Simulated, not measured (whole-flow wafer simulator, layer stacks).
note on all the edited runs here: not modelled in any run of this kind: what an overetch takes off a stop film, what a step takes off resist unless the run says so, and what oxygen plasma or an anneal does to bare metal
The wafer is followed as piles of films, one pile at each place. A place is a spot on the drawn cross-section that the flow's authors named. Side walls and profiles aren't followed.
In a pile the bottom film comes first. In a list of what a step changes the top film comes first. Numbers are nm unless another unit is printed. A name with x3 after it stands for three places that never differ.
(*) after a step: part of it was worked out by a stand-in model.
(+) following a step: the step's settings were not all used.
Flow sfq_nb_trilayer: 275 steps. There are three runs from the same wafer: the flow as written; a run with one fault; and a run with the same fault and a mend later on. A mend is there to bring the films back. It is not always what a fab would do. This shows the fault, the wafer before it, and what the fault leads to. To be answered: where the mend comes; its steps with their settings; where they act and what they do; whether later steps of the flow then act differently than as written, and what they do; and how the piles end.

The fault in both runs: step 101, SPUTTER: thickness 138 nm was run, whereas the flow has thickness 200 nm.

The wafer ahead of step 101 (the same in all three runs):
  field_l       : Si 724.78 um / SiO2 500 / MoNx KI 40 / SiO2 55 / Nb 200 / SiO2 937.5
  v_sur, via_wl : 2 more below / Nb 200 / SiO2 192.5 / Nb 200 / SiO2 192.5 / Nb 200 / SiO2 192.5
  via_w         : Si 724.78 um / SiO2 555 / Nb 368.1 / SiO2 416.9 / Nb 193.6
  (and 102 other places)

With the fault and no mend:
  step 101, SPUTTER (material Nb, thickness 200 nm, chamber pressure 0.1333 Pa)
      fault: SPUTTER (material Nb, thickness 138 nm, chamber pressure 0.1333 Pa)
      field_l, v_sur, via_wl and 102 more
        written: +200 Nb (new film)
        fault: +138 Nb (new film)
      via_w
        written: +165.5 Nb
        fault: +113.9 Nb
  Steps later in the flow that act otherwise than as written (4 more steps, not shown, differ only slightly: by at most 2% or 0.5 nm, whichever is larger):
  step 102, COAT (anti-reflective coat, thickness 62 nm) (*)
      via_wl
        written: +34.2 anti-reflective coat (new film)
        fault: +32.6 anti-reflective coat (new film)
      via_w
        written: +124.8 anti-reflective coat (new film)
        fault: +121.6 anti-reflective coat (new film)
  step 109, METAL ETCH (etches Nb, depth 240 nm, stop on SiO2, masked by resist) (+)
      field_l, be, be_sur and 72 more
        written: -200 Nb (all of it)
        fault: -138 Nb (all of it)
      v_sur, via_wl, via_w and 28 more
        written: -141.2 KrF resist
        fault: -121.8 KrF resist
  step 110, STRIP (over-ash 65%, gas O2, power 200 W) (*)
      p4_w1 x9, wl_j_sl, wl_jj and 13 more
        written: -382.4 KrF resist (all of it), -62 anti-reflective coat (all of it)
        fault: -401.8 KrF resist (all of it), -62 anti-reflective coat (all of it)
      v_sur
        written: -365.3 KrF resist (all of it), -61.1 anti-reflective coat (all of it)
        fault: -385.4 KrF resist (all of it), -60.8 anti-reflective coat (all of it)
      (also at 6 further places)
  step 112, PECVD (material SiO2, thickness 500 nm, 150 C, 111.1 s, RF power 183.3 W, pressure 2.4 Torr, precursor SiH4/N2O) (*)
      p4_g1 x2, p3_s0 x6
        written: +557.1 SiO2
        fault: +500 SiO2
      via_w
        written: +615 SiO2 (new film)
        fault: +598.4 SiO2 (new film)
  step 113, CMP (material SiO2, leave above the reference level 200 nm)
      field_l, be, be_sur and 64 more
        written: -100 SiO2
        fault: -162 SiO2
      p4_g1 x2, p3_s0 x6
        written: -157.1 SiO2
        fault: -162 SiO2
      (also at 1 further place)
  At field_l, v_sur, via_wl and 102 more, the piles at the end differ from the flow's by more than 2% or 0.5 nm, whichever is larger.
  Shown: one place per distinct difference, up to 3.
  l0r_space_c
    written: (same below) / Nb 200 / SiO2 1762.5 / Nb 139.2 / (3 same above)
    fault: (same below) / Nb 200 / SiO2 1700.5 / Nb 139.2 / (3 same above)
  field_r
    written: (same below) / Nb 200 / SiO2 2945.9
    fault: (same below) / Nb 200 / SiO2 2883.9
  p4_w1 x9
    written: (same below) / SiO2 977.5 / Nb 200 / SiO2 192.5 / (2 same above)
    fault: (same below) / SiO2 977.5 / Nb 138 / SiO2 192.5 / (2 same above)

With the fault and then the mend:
  After step 101 comes the mend.
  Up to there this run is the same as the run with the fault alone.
  step 101a, SPUTTER (material Nb, thickness 62 nm, chamber pressure 0.1333 Pa) (the flow's step 101, run once more with other settings)
      field_l, v_sur, via_wl and 102 more
        +62 Nb
      via_w
        +48.7 Nb
  Every later step of the flow that is run acts as written, at every place that is followed, to within 2% or 0.5 nm, whichever is larger.
  The piles end only slightly different from the flow's at the places that both follow, by no more than 2% or 0.5 nm, whichever is larger.
